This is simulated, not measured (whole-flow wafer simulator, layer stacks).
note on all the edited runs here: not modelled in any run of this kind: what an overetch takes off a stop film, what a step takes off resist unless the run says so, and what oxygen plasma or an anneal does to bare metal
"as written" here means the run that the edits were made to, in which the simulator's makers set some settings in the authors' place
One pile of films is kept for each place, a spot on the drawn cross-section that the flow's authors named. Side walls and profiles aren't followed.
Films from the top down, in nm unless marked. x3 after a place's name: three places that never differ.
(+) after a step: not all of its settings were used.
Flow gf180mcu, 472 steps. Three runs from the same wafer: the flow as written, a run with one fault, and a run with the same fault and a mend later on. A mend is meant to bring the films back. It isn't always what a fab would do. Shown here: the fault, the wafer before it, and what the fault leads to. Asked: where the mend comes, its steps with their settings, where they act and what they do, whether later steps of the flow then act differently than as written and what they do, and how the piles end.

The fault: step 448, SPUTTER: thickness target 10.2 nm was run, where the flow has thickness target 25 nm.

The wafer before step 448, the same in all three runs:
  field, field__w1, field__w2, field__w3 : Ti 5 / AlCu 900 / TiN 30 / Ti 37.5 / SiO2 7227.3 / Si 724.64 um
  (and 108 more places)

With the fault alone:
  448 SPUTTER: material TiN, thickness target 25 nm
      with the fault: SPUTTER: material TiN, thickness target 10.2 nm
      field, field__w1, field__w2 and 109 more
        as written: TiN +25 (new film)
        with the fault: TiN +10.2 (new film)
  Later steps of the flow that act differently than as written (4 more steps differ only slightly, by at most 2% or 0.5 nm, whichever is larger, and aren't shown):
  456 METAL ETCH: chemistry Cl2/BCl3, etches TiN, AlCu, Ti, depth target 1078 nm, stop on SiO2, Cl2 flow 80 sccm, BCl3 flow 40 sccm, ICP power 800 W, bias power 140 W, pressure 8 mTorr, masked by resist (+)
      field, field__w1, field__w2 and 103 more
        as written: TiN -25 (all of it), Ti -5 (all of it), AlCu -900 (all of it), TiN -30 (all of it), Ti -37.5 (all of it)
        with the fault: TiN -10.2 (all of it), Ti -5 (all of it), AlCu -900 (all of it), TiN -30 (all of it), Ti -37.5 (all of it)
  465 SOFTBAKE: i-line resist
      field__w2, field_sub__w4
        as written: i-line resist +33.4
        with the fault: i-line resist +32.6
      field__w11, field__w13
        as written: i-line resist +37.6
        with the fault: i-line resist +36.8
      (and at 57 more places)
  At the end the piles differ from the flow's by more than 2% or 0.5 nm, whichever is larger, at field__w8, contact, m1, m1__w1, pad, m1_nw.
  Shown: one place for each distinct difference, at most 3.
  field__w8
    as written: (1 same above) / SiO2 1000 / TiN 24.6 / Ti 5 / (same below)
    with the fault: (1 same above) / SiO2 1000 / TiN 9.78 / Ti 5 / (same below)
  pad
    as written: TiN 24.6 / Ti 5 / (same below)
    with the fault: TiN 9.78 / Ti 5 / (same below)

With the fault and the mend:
  The mend comes after step 448.
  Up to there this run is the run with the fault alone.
  448a SPUTTER: material TiN, thickness target 14.8 nm (the flow's step 448 once more, with other settings)
      field, field__w1, field__w2 and 109 more
        TiN +14.8
  No later step of the flow acts differently than as written at any place that is followed.
  At the end the piles are the same as the flow's at every place that both follow.
